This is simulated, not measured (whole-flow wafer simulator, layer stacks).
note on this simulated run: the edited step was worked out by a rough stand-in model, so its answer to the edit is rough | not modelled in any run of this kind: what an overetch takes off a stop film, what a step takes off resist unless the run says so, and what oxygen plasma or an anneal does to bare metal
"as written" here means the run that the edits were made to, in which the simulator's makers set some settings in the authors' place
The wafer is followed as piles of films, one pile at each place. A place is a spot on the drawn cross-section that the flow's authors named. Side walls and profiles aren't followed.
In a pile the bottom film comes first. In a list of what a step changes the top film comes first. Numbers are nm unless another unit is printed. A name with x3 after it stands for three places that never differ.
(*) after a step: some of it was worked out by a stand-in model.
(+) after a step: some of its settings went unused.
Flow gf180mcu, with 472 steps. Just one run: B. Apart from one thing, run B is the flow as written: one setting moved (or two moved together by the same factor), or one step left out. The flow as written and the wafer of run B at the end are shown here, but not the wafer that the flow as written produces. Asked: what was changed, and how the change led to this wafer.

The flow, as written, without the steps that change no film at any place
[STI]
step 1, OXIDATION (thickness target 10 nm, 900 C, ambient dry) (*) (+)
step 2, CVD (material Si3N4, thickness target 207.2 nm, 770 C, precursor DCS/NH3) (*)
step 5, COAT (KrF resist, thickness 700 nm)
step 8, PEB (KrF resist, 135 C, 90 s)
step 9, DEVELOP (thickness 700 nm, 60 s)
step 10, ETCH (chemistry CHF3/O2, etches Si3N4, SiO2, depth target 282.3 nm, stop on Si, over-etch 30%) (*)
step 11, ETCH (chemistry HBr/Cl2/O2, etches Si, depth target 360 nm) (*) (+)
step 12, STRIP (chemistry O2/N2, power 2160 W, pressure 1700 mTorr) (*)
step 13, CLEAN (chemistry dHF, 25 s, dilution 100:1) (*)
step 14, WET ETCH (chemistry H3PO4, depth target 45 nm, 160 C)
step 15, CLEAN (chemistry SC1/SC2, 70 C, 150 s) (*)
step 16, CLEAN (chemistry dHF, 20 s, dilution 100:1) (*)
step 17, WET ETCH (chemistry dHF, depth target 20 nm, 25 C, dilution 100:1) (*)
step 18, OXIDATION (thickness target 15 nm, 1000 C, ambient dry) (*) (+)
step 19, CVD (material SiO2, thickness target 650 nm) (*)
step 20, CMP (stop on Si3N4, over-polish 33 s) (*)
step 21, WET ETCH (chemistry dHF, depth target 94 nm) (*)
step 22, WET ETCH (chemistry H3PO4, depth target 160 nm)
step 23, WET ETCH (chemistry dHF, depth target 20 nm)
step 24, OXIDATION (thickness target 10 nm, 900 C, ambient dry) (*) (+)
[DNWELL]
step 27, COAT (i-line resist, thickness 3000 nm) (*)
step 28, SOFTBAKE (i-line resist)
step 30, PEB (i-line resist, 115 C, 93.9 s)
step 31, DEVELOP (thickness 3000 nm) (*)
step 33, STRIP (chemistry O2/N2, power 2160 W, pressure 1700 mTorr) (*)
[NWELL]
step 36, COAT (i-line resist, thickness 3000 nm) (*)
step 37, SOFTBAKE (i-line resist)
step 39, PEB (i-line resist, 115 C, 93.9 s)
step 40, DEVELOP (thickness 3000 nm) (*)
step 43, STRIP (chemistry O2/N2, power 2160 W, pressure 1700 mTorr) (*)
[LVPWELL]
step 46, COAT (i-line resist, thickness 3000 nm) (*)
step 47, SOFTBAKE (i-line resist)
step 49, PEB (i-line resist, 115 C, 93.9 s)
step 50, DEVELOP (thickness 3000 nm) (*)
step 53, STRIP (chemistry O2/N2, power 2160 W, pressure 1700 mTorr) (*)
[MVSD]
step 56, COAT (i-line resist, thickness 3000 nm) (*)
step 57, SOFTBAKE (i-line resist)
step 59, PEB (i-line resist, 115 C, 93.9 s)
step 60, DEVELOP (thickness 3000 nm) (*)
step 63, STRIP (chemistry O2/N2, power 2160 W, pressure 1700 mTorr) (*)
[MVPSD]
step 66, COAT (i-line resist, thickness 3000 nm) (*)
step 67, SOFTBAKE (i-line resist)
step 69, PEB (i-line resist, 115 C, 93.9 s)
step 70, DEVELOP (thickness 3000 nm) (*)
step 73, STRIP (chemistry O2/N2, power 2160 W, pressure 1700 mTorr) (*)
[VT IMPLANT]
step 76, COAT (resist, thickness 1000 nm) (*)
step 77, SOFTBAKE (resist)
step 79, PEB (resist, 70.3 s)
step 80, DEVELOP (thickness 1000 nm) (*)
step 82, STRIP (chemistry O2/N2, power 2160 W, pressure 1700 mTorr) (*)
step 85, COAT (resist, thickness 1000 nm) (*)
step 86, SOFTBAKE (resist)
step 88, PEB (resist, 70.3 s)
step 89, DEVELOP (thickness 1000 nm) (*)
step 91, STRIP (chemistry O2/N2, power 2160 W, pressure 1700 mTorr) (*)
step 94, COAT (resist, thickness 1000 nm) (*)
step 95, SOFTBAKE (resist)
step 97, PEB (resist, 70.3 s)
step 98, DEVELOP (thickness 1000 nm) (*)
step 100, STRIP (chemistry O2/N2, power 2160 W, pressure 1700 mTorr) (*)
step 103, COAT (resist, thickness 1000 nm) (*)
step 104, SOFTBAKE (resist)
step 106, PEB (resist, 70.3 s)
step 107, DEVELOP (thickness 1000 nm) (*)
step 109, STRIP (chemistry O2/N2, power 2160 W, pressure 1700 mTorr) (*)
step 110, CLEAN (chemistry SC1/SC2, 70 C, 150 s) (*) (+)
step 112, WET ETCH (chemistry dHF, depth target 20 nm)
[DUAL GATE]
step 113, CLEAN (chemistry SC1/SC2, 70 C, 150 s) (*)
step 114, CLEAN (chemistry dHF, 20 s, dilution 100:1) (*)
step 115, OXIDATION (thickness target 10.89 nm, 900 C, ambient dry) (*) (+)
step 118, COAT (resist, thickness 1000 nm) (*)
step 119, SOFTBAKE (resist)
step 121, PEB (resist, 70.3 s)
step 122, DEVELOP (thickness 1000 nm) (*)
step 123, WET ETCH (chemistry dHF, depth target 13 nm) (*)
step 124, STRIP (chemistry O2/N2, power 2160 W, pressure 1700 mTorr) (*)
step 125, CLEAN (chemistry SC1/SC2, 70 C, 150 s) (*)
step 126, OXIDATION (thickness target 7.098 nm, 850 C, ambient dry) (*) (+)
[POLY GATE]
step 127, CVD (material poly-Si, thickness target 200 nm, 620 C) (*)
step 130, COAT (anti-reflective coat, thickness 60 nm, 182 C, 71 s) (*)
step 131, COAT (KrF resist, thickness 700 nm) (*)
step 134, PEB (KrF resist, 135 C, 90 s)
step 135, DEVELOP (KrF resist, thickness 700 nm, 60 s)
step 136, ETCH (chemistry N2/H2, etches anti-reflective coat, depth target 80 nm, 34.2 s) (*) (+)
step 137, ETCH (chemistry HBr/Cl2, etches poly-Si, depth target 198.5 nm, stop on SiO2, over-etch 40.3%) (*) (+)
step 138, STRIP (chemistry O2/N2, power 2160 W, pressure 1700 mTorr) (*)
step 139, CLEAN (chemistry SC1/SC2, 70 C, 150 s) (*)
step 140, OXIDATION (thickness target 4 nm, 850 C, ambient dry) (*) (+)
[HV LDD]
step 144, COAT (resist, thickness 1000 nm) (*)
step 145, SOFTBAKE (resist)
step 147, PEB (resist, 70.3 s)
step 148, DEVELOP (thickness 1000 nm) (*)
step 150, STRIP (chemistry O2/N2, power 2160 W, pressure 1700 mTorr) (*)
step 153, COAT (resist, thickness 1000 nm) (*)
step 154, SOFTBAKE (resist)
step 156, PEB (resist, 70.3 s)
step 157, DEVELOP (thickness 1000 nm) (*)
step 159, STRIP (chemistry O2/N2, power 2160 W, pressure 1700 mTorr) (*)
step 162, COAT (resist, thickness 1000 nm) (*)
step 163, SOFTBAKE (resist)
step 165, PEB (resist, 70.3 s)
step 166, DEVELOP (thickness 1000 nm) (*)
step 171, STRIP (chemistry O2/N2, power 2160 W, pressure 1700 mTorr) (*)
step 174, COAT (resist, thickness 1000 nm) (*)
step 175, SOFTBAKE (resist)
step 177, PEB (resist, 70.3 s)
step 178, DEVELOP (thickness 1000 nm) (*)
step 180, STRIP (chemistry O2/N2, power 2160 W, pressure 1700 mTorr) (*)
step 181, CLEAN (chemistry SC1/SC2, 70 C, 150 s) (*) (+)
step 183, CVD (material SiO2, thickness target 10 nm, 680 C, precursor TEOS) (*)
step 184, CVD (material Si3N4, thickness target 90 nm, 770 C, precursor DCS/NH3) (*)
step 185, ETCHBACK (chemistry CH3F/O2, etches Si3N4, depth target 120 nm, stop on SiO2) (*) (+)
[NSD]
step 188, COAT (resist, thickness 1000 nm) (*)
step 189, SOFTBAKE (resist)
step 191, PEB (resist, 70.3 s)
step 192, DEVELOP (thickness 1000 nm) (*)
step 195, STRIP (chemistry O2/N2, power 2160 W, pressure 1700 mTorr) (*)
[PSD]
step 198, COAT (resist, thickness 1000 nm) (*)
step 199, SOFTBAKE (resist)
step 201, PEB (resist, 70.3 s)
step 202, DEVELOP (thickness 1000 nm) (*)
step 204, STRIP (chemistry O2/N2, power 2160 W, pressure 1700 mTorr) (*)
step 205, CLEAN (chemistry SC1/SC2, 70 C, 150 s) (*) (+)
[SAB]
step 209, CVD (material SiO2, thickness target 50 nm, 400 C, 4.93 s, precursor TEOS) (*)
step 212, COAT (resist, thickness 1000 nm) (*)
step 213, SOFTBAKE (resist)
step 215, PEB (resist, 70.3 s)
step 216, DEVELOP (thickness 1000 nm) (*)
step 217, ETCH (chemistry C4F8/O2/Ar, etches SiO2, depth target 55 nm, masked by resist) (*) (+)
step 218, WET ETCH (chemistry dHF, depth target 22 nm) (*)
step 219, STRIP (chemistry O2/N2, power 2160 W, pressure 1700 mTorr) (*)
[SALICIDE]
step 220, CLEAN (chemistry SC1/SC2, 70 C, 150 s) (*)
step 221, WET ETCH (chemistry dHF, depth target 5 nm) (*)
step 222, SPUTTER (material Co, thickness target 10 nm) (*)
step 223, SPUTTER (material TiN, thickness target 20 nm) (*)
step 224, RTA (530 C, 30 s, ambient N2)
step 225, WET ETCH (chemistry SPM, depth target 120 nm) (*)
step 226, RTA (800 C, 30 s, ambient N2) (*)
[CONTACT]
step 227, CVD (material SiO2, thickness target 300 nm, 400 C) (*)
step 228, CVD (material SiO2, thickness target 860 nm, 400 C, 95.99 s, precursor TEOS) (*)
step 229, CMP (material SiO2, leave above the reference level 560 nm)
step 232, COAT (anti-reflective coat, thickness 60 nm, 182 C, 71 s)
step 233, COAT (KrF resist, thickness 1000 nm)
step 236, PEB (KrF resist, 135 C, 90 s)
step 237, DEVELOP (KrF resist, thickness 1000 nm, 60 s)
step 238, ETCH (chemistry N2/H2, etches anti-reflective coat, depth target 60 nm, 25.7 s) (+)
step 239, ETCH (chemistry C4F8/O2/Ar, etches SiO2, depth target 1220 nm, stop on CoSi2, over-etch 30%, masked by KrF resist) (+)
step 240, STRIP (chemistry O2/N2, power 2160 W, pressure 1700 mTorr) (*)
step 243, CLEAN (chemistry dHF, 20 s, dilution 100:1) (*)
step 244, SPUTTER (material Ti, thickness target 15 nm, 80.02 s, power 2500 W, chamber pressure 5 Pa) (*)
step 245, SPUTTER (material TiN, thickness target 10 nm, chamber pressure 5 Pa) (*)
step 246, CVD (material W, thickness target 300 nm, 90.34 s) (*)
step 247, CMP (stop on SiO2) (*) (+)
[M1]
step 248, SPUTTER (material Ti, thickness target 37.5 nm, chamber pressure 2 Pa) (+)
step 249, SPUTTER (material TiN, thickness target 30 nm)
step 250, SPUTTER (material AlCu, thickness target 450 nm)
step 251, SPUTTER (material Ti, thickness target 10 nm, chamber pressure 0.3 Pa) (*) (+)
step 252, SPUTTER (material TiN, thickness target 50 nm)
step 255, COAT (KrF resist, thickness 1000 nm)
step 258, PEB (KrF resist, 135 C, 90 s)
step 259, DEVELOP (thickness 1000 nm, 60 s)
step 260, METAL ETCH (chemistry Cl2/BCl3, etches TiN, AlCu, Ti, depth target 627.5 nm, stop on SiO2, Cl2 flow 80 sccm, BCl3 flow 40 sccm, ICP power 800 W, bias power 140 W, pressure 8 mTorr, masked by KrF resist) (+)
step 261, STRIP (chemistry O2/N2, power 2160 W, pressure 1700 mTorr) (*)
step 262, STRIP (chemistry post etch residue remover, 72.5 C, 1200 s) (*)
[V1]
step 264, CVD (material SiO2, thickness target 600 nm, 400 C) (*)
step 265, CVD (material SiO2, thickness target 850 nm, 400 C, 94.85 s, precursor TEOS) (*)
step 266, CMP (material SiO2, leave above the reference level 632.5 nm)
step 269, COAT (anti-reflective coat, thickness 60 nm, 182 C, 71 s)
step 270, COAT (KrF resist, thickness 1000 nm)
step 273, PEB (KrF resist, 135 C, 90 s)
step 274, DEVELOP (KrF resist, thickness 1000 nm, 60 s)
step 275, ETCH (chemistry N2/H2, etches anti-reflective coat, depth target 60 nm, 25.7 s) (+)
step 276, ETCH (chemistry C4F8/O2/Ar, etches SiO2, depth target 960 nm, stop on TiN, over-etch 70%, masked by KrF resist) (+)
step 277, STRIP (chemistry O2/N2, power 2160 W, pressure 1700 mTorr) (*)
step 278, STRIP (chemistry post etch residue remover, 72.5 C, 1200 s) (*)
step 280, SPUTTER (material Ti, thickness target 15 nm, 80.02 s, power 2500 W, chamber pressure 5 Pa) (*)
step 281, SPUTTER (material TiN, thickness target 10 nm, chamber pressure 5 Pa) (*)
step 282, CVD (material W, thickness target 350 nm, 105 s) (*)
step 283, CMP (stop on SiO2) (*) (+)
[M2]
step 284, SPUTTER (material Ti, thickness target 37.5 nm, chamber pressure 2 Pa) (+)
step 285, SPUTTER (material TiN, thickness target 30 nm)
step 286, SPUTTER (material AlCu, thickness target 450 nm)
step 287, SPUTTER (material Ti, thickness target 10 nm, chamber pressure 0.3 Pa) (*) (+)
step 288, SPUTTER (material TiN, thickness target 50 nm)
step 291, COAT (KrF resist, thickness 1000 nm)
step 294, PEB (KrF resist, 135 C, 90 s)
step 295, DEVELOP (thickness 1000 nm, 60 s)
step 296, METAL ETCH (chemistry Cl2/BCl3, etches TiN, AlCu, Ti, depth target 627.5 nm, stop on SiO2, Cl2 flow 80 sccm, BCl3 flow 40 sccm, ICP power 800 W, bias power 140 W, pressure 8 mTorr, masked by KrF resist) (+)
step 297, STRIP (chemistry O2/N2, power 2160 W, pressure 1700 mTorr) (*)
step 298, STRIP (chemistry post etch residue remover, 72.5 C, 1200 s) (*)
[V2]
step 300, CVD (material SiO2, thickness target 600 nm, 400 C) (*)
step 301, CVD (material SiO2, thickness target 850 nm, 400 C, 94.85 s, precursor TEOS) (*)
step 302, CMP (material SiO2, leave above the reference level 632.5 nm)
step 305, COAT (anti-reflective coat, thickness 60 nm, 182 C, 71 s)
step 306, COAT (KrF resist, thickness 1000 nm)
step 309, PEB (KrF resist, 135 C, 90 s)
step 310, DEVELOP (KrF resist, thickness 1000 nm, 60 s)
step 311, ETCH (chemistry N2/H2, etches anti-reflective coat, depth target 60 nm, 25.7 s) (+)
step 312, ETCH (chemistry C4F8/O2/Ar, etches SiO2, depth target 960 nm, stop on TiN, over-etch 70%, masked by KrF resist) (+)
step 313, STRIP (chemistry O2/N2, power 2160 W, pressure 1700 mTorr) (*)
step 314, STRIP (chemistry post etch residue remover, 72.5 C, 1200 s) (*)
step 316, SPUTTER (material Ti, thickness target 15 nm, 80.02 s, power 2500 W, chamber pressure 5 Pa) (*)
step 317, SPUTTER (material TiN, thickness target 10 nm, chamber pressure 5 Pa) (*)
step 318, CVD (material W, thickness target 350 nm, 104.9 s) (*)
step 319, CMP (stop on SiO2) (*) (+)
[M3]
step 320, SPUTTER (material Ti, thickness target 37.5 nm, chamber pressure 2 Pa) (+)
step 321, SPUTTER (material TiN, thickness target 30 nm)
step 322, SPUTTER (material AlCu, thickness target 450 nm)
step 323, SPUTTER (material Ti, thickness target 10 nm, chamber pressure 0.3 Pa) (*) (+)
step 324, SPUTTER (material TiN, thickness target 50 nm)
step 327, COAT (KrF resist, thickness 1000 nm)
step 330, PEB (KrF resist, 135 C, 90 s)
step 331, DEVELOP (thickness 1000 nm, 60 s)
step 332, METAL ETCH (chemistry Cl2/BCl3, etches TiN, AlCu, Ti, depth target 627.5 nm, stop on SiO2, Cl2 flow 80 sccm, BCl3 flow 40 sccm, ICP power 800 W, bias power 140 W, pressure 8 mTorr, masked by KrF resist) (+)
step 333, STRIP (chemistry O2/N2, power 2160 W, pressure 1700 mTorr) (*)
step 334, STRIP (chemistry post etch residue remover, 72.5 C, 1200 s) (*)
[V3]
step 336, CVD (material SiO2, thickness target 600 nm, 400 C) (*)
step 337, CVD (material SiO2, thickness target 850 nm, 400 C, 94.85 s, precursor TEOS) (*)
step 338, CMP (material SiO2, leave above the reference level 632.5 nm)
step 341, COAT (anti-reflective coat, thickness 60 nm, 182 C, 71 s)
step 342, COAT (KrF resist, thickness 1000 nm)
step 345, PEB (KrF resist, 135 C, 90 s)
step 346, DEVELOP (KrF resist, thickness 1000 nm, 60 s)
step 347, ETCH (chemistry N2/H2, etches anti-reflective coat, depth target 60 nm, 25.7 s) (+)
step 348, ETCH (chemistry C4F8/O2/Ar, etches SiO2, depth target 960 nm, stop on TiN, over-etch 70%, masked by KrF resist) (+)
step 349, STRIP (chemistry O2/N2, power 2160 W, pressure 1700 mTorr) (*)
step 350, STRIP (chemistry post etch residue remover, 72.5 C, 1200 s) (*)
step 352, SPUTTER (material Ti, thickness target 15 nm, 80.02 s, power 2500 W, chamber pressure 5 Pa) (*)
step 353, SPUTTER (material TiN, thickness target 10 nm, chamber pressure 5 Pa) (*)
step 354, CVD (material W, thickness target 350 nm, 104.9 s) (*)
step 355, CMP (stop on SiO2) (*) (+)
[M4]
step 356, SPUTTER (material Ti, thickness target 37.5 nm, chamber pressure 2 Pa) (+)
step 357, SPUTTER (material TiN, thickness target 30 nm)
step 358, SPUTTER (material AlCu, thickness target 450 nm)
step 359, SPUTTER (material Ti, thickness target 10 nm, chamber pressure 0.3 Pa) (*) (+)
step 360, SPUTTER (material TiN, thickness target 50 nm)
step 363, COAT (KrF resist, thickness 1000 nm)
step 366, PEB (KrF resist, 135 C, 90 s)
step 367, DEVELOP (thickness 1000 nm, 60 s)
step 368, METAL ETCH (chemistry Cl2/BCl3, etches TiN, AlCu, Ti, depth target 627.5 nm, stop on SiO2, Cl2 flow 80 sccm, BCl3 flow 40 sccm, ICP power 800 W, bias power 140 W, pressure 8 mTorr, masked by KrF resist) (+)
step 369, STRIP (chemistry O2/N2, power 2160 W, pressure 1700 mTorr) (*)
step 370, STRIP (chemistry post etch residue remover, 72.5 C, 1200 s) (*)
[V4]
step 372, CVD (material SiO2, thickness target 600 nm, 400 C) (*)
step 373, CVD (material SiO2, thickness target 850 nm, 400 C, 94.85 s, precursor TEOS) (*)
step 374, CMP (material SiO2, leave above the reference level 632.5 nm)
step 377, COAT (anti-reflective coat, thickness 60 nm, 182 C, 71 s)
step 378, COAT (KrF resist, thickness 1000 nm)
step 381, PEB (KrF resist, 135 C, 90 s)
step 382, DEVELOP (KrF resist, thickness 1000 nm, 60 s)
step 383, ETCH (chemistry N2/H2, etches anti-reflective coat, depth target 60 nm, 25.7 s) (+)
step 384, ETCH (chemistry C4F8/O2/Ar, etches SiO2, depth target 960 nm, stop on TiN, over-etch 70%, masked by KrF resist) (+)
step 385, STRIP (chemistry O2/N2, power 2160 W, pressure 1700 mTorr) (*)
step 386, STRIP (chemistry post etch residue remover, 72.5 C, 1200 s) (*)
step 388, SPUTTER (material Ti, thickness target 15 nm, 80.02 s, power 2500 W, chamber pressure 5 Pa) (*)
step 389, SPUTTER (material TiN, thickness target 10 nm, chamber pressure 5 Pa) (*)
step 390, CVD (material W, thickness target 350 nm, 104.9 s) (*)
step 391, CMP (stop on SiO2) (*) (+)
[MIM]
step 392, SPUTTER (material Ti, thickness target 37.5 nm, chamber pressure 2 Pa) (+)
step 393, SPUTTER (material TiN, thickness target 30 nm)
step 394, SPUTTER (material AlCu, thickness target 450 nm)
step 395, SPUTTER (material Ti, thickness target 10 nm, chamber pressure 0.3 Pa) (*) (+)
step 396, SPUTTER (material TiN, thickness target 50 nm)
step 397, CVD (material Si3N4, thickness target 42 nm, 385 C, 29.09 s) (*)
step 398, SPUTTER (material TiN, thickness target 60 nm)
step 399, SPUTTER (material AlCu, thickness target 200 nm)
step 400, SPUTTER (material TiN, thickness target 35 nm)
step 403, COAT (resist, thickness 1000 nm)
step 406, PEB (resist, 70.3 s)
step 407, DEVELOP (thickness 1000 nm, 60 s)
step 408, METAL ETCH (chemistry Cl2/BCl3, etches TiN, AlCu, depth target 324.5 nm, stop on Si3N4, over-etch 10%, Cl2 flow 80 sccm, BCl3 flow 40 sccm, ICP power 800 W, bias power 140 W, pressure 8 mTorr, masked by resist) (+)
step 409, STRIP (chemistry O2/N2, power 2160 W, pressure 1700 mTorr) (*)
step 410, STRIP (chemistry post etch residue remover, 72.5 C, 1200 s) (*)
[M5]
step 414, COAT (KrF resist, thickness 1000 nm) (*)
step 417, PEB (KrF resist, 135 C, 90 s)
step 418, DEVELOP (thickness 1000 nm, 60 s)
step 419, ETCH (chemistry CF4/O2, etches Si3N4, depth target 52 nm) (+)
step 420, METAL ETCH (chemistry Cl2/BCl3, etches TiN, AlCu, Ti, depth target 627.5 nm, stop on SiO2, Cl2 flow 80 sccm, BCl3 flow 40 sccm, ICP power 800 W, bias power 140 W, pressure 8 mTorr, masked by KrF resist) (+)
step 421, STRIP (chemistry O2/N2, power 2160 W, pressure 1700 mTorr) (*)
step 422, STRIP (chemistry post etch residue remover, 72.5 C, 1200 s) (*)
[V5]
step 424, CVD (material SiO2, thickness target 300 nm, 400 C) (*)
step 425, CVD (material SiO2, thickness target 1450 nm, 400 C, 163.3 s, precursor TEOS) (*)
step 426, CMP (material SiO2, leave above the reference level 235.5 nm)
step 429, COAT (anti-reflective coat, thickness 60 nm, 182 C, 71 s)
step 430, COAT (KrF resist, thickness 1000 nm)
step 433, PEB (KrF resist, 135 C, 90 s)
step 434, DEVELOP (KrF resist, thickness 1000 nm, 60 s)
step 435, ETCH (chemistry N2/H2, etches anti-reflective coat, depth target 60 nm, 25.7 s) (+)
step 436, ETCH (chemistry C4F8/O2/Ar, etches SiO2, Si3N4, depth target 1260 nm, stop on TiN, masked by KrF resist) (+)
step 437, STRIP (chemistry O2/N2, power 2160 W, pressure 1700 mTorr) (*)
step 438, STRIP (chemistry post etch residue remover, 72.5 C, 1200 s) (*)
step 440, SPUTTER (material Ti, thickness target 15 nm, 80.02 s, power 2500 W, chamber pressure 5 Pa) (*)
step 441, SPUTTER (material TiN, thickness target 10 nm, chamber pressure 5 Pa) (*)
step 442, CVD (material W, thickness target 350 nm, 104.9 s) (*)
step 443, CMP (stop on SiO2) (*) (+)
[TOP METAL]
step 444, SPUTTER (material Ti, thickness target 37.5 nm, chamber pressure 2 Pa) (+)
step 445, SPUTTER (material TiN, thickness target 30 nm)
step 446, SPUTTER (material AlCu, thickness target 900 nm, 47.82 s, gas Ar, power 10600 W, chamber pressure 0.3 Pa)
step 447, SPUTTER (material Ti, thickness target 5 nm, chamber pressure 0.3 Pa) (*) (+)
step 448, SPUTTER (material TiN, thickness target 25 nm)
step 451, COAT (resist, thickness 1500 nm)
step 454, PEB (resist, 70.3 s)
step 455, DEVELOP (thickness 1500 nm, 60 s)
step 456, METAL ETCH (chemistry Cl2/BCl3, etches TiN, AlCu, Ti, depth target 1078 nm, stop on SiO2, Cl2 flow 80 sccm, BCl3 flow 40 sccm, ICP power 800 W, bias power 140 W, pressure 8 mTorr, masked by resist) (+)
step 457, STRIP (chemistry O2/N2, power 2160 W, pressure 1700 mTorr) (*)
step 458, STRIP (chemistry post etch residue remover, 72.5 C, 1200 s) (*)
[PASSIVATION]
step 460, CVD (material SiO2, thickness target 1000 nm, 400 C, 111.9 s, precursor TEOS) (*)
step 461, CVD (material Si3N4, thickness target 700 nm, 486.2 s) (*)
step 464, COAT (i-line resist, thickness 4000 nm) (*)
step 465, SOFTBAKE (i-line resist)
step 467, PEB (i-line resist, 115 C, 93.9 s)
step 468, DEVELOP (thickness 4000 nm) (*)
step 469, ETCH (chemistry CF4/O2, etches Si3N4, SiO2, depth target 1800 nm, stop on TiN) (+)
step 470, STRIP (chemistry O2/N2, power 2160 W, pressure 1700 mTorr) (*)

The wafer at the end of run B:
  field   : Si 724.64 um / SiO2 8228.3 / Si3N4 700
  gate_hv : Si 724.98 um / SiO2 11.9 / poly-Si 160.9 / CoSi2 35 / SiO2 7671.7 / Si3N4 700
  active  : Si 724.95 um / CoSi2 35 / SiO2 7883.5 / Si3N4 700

The reason: step 115, OXIDATION: thickness target 8.165 nm was run, while the flow as written has thickness target 10.89 nm.

The path from the change to this, step by step:
  step 115, OXIDATION (thickness target 10.89 nm, 900 C, ambient dry) (*) (+)
      active, n_well, p_well and 40 more: SiO2 gains 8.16 (new film), Si loses 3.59 (as written it would have been: SiO2 gains 10.9 (new film), Si loses 4.79)
  step 123, WET ETCH (chemistry dHF, depth target 13 nm) (*)
      active, n_well, p_well and 12 more: SiO2 loses 8.16 (all of it) (as written it would have been: SiO2 loses 10.9 (all of it))
  step 130, COAT (anti-reflective coat, thickness 60 nm, 182 C, 71 s) (*)
      p_well, spacer, sd_n: anti-reflective coat gains 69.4 (new film) (as written it would have been: anti-reflective coat gains 70.9 (new film))
  step 136, ETCH (chemistry N2/H2, etches anti-reflective coat, depth target 80 nm, 34.2 s) (*) (+)
      p_well, spacer, sd_n: anti-reflective coat loses 69.4 (all of it), poly-Si loses 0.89 (as written it would have been: anti-reflective coat loses 70.9 (all of it), poly-Si loses 0.85)
  step 189, SOFTBAKE (resist)
      active_hv: resist loses 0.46 (as written it would have been: resist gains 2.68)
      nw_enc_fld_lv__w3: resist loses 1.65 (as written it would have been: resist gains 2.11)
      (as well as at 1 more place)
  step 199, SOFTBAKE (resist)
      active_hv: resist loses 0.46 (as written it would have been: resist gains 2.68)
      nw_enc_fld_lv__w3: resist loses 1.65 (as written it would have been: resist gains 2.11)
      (as well as at 1 more place)
  step 218, WET ETCH (chemistry dHF, depth target 22 nm) (*)
      ldn_tap, ldn_src, ldn_drn, ldp_tap, ldp_src, ldp_drn, ldp_gr: SiO2 loses 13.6 (all of it) (as written it would have been: SiO2 loses 16 (all of it))
      ld_drn_n, ld_sd_p: SiO2 loses 12.5 (all of it) (as written it would have been: SiO2 loses 14.8 (all of it))
      (as well as at 5 more places)
  step 223, SPUTTER (material TiN, thickness target 20 nm) (*)
      field__w12: TiN gains 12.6 (new film) (as written it would have been: TiN gains 12 (new film))
  step 225, WET ETCH (chemistry SPM, depth target 120 nm) (*)
      field__w12: TiN loses 12.6 (all of it), Co loses 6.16 (all of it) (as written it would have been: TiN loses 12 (all of it), Co loses 6.15 (all of it))
